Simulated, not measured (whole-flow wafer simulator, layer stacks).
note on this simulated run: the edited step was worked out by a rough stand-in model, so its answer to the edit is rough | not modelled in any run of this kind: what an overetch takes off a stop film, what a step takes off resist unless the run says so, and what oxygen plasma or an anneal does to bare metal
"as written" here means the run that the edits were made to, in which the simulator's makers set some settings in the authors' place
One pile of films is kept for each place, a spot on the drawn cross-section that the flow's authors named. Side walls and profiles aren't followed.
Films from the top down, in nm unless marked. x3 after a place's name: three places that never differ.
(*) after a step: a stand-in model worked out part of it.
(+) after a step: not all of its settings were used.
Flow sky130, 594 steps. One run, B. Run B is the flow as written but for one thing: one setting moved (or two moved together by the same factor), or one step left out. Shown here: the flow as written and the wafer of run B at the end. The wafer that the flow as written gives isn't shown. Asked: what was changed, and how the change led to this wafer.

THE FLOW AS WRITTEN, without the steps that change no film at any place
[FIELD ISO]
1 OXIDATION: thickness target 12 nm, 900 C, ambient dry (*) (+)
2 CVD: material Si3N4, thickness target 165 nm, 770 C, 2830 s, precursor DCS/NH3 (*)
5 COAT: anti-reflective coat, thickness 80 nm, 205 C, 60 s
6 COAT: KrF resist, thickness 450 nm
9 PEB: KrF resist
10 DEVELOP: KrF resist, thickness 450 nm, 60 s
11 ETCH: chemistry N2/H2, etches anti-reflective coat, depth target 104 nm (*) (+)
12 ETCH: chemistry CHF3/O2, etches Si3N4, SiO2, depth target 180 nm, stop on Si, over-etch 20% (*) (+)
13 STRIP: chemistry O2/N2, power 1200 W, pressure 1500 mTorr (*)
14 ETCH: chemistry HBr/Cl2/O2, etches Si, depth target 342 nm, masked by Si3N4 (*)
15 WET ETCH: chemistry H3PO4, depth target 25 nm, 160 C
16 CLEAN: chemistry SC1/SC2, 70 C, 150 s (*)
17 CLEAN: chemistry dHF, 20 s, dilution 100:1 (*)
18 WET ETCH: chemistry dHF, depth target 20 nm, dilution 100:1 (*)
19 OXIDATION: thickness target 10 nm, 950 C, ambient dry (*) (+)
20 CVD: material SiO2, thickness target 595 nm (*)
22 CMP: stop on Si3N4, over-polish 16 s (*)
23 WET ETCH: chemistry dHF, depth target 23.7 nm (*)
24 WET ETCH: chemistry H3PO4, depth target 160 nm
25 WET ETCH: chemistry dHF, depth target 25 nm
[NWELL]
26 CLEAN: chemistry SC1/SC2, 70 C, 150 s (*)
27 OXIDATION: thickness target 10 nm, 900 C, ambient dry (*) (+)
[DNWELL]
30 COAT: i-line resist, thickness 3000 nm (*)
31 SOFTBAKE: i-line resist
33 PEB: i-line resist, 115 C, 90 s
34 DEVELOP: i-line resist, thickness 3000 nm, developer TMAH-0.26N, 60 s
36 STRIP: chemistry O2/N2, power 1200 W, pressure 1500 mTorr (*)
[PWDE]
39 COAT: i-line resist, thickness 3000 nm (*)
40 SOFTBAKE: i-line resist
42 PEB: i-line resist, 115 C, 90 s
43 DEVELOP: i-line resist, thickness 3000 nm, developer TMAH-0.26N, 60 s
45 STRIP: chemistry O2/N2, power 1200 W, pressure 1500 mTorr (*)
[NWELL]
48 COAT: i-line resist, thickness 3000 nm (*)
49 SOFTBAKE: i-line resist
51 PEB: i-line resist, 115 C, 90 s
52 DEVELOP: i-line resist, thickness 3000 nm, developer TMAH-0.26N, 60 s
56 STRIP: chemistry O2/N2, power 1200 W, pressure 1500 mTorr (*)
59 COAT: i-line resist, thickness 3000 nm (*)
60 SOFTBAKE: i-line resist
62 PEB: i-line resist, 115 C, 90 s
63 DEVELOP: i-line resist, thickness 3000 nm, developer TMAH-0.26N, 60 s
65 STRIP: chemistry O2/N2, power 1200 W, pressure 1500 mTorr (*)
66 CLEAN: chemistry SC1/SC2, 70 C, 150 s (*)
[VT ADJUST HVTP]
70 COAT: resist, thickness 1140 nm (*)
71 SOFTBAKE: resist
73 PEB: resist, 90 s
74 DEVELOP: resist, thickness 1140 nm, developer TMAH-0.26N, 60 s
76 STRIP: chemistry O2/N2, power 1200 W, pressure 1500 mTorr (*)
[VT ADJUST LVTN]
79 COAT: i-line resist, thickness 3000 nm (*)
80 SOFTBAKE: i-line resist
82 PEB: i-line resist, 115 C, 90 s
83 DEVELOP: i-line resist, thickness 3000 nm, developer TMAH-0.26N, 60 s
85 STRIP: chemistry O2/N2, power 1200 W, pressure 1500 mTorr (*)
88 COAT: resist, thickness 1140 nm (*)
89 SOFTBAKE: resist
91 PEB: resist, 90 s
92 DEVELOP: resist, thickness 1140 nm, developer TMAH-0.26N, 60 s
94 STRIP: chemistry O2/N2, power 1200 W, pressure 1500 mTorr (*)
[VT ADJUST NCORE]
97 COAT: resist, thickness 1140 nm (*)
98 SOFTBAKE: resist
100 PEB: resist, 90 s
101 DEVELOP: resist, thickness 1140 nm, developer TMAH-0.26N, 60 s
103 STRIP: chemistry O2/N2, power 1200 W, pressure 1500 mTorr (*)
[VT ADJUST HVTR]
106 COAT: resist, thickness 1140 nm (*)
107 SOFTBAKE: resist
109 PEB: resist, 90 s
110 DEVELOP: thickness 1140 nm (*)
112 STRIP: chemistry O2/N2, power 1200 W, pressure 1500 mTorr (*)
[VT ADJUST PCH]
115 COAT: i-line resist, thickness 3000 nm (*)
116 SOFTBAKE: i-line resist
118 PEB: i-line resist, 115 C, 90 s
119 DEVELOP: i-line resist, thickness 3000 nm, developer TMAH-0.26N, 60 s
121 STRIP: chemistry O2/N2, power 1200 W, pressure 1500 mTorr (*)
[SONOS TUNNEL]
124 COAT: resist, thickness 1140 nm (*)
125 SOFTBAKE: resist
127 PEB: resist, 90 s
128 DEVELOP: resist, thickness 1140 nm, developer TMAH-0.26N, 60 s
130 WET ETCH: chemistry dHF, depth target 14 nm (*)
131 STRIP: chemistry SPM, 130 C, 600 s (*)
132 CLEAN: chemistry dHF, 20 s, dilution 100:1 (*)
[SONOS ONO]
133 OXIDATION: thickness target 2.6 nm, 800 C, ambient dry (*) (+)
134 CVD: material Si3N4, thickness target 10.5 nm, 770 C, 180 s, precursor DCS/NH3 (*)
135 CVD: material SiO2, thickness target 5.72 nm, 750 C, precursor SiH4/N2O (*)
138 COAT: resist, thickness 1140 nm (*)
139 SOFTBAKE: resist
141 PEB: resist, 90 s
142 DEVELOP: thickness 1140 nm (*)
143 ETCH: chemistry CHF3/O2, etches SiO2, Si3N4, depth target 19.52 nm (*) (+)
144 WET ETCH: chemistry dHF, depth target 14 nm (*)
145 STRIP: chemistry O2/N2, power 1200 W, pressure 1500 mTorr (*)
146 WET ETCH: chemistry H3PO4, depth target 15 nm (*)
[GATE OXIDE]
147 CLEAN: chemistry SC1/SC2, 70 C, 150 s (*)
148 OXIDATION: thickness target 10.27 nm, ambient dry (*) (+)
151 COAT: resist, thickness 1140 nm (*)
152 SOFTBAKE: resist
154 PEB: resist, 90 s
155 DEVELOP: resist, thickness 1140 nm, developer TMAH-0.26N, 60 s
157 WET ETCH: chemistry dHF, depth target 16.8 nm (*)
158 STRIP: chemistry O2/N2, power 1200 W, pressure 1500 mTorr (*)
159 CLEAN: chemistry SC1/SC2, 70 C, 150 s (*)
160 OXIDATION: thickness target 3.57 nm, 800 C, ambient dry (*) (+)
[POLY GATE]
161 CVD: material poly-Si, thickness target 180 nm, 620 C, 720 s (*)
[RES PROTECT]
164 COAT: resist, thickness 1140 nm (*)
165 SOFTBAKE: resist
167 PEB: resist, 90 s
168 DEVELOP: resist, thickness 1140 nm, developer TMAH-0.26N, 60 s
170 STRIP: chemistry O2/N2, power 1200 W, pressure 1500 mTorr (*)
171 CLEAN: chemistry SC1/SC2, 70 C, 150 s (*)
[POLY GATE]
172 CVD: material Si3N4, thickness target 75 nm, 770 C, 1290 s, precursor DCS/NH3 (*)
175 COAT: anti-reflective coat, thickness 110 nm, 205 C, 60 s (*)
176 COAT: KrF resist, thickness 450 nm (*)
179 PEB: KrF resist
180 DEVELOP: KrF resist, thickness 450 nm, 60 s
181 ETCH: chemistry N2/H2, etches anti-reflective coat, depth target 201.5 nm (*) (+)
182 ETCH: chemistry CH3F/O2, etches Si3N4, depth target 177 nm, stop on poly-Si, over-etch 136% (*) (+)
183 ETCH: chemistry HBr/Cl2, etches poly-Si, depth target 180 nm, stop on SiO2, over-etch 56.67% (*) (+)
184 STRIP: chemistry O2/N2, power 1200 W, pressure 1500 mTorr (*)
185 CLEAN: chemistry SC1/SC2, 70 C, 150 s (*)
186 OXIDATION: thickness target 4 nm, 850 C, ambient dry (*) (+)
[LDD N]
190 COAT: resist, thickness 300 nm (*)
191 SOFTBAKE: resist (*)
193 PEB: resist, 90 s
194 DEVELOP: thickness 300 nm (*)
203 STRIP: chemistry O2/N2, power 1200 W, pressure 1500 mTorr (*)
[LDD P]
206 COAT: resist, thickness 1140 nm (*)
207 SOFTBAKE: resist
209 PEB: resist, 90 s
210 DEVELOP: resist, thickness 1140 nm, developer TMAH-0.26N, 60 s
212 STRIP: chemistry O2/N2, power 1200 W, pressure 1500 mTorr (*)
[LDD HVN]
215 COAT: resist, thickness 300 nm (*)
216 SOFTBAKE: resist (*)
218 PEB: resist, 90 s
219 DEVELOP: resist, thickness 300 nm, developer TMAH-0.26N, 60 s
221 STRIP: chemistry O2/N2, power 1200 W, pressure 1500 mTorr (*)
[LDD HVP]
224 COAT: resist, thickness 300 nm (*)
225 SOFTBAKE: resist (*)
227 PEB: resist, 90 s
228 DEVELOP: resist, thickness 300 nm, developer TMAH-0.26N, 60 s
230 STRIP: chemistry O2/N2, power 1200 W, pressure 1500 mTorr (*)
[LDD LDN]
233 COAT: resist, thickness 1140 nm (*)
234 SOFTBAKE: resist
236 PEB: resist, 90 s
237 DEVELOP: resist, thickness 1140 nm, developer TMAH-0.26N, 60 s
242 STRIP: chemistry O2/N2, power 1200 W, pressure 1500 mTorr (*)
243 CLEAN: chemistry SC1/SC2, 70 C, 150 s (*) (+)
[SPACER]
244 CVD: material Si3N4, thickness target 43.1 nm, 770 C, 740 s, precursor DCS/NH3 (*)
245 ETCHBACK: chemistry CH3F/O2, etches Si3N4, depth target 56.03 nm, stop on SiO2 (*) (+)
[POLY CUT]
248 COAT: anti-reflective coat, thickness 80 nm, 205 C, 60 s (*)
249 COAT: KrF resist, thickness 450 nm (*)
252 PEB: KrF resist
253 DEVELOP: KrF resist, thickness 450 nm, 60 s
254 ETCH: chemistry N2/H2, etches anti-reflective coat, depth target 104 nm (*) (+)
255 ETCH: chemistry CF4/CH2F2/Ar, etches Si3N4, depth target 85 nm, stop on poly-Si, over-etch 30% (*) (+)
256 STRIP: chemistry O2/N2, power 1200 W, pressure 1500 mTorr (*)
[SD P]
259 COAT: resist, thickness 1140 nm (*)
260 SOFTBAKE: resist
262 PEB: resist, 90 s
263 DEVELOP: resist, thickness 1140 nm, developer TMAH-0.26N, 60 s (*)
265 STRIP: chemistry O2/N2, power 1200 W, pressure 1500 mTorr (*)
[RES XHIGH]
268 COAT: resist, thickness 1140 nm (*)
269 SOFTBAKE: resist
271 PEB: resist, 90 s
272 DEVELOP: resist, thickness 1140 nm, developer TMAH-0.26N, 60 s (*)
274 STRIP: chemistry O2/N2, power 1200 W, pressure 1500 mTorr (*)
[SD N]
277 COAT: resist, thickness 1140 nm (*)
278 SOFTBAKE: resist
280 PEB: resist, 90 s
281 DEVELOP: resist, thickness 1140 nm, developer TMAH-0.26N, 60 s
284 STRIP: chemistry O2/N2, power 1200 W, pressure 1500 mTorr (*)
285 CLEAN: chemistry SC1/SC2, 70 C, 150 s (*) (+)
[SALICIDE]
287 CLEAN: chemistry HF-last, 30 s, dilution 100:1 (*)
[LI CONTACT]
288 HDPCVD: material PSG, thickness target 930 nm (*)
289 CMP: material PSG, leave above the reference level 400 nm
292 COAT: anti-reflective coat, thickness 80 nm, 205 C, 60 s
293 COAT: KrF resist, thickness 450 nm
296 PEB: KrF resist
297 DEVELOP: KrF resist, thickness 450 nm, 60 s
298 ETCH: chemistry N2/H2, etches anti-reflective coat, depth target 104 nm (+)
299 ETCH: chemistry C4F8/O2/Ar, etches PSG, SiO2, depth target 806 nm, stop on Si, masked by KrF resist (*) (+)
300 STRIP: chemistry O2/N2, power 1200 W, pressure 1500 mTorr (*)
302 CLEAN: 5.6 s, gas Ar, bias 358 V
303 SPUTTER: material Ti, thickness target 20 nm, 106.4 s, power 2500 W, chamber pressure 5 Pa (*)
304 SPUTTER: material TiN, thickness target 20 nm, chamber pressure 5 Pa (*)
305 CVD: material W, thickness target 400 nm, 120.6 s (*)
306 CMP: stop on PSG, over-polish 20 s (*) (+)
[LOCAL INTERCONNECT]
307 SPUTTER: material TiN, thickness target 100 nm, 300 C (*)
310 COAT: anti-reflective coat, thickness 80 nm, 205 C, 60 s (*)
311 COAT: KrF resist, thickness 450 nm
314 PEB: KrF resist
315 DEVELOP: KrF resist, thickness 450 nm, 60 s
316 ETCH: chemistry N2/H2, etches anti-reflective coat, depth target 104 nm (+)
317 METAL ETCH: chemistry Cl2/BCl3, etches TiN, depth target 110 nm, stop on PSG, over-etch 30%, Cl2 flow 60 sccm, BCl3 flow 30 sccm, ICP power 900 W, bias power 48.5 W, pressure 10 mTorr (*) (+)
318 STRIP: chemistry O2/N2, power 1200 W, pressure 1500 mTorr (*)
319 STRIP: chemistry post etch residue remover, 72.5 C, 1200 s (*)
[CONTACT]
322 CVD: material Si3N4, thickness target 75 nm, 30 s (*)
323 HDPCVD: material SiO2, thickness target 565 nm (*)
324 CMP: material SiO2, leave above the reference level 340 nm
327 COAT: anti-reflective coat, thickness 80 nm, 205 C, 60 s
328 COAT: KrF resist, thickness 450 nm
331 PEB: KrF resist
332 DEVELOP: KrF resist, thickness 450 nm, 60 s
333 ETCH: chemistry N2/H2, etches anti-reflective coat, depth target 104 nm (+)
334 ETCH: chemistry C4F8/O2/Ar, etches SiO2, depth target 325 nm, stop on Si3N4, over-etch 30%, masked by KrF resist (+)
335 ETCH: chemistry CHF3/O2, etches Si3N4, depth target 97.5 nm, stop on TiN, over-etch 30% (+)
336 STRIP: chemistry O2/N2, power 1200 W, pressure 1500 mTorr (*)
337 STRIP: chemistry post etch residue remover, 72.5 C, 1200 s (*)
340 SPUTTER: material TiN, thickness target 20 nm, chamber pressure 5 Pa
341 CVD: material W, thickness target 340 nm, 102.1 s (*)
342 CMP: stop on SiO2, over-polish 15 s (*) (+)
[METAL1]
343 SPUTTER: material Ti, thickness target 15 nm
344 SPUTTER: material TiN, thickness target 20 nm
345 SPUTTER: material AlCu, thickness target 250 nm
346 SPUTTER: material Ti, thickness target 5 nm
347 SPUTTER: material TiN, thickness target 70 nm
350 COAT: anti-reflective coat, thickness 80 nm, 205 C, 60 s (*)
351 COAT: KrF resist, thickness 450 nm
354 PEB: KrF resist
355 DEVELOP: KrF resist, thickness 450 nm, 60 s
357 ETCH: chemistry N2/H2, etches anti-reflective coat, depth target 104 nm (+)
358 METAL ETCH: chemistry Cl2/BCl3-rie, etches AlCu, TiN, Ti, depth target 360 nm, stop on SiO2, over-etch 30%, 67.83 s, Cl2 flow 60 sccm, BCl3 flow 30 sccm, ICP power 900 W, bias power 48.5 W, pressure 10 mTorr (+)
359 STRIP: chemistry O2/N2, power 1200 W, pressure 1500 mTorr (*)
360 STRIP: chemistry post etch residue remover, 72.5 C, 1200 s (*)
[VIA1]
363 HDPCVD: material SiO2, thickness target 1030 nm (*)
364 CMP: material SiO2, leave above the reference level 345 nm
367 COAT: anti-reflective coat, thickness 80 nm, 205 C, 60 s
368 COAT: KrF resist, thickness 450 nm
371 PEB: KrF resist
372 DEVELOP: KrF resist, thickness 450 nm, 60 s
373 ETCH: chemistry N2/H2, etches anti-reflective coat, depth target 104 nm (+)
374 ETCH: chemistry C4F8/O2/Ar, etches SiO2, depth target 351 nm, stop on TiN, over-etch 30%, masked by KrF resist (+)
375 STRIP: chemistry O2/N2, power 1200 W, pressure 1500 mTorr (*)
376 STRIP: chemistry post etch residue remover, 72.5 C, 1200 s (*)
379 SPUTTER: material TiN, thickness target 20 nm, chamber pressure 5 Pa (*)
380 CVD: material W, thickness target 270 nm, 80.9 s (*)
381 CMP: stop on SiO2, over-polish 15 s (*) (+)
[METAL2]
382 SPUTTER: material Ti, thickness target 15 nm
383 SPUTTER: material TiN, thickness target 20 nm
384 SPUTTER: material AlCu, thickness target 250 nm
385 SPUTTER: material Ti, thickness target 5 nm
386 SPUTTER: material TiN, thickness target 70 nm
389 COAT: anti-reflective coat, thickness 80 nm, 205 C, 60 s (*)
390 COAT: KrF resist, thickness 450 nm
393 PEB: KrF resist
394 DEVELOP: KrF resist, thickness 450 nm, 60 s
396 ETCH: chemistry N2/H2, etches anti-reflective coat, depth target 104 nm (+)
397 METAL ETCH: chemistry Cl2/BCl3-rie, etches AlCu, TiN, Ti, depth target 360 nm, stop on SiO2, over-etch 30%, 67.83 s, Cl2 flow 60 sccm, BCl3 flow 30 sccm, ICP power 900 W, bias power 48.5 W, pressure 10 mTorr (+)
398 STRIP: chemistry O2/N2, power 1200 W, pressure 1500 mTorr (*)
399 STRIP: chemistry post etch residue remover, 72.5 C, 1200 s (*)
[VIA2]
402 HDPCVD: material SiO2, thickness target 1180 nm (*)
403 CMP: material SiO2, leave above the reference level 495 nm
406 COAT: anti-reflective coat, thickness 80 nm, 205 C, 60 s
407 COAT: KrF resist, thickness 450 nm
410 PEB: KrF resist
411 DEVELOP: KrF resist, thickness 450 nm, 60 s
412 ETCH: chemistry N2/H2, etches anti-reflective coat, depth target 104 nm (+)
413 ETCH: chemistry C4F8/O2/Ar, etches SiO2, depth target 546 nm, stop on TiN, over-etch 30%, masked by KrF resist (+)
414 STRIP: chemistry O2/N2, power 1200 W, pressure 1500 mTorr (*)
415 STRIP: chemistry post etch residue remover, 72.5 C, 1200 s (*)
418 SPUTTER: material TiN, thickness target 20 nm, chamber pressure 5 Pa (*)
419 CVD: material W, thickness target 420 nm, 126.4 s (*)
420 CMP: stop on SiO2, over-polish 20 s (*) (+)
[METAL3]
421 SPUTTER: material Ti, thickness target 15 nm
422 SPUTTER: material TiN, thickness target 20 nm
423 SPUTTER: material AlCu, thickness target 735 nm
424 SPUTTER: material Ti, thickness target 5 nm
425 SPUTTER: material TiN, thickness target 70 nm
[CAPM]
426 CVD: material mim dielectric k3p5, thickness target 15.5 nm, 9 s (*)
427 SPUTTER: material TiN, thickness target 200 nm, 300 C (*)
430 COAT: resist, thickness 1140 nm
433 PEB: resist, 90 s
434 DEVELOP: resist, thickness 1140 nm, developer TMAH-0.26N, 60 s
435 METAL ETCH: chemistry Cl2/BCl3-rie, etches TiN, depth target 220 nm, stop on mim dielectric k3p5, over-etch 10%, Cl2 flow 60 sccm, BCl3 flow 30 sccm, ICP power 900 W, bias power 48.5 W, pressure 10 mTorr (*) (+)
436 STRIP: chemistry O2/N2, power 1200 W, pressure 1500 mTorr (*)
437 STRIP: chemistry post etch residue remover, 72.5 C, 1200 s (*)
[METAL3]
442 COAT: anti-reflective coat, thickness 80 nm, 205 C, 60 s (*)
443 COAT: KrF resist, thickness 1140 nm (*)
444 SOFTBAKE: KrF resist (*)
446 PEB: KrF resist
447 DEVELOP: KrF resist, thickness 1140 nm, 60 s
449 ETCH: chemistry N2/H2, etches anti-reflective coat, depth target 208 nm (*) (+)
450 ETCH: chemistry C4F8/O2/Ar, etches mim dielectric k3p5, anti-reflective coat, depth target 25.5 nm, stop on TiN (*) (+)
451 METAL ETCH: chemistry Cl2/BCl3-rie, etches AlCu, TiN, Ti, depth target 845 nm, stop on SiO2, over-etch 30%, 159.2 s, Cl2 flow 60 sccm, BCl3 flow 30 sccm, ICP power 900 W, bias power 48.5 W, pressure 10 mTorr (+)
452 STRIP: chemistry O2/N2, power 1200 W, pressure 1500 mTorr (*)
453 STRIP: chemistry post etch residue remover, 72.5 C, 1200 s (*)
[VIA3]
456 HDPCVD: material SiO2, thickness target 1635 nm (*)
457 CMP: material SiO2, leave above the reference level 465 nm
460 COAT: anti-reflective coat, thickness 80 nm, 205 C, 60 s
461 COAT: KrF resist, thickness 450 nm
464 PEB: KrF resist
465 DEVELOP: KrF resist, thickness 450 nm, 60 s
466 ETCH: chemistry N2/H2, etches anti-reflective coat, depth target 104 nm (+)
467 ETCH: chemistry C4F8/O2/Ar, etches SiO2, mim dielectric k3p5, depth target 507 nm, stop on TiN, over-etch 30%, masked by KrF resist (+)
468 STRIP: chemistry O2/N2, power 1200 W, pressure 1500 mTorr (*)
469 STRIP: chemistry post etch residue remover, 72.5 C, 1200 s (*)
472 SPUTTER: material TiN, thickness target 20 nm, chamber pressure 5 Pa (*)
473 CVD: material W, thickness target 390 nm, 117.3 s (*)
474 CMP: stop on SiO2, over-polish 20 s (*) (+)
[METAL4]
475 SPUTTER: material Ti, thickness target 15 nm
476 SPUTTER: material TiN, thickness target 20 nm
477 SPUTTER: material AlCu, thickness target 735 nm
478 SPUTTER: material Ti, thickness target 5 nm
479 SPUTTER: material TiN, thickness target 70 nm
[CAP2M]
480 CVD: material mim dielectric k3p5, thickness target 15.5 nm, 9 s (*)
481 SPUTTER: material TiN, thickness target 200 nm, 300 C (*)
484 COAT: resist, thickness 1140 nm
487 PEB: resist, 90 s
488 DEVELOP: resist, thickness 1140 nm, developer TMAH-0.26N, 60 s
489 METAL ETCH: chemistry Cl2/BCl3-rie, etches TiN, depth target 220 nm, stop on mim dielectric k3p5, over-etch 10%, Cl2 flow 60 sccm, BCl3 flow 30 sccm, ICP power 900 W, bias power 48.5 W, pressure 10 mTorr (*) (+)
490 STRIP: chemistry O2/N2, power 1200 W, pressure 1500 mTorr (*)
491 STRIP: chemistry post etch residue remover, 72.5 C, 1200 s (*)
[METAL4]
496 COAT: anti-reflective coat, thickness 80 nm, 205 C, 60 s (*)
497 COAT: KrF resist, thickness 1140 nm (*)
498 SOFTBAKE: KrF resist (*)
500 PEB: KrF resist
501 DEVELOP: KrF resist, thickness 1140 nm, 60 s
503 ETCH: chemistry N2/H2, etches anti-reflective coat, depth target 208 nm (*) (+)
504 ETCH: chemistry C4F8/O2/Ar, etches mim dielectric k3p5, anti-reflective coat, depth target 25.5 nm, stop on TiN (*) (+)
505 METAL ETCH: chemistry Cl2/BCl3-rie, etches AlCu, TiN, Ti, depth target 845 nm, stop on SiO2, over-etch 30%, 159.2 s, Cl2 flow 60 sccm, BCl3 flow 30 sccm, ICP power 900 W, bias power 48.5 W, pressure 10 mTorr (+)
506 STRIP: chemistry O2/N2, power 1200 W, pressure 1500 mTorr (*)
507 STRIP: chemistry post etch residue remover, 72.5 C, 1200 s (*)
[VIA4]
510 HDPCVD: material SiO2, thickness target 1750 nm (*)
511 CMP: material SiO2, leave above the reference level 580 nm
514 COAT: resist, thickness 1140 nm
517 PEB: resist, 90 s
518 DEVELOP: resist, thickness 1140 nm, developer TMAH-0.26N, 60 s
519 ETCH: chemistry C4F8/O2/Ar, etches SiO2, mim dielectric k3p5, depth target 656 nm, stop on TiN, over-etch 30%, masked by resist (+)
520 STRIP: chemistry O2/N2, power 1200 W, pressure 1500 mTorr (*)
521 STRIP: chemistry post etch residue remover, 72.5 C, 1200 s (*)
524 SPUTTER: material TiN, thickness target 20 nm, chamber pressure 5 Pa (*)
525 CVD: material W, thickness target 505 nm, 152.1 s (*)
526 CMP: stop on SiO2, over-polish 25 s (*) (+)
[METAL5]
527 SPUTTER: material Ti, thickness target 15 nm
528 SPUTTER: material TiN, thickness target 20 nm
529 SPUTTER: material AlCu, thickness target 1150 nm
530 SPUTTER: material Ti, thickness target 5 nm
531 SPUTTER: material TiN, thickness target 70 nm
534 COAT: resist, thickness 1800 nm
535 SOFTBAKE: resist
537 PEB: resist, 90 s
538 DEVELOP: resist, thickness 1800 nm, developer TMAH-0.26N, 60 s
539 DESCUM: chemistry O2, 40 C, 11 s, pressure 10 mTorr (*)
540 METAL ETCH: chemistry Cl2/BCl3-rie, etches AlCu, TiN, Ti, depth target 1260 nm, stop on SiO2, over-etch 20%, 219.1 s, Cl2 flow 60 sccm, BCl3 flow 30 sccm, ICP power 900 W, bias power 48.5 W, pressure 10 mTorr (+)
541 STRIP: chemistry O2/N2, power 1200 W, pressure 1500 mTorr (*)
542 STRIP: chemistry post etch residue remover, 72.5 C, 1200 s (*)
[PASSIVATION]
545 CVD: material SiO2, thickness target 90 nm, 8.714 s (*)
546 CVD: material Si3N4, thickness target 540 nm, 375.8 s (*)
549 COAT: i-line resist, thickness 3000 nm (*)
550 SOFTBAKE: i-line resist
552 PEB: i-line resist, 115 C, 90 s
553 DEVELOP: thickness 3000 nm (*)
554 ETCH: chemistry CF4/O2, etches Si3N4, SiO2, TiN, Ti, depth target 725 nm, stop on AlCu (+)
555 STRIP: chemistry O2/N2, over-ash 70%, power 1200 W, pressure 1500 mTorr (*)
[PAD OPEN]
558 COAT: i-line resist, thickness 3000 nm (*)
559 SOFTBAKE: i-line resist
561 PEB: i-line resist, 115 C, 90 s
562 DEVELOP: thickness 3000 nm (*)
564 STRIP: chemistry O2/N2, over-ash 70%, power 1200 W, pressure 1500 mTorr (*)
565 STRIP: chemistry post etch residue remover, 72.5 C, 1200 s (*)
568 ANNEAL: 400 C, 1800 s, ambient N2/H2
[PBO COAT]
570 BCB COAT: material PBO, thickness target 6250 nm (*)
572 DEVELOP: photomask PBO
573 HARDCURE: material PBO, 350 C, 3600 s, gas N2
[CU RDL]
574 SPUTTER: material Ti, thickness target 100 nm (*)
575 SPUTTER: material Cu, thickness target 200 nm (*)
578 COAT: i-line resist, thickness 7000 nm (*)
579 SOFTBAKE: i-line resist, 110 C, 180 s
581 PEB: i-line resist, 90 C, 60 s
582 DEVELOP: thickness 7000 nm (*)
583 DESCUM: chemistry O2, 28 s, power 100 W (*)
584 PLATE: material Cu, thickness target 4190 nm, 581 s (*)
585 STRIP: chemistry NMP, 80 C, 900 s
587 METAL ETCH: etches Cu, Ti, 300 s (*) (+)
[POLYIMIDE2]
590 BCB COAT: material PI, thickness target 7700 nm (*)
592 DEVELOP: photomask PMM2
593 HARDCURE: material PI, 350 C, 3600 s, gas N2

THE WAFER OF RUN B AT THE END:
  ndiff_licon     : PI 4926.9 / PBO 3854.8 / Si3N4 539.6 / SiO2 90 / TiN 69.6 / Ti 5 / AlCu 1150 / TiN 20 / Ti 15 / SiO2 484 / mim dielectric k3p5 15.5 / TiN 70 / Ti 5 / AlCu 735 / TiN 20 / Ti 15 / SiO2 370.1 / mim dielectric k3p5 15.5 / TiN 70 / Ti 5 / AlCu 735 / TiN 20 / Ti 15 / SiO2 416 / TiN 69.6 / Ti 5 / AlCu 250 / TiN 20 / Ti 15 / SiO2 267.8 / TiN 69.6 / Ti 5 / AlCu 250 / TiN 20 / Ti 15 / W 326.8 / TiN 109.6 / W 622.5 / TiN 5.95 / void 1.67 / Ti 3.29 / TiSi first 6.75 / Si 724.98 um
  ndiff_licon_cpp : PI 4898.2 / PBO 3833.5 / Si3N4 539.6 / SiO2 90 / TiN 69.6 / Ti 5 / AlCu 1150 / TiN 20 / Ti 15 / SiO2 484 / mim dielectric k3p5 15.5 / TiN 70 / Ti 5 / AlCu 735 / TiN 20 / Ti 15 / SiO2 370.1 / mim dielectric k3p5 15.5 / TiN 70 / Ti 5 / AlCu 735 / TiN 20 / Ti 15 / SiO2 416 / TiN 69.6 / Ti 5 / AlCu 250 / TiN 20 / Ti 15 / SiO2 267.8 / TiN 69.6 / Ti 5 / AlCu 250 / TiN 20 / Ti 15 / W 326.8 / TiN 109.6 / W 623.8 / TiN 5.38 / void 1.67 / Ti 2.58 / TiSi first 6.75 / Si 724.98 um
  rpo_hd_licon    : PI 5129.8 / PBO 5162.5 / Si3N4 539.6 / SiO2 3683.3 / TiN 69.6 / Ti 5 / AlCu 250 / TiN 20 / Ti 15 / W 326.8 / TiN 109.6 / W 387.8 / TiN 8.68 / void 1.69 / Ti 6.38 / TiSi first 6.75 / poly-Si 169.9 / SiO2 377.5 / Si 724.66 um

The cause: step 304, SPUTTER: chamber pressure 3.24 Pa was run, where the flow has chamber pressure 5 Pa.

How the change led to this, step by step:
  304 SPUTTER: material TiN, thickness target 20 nm, chamber pressure 5 Pa (*)
      ndiff_licon: TiN +5.95 (new film) (as written it would be: TiN +6.83 (new film))
      ndiff_licon_cpp: TiN +5.38 (new film) (as written it would be: TiN +6.17 (new film))
      (and at 1 more place)
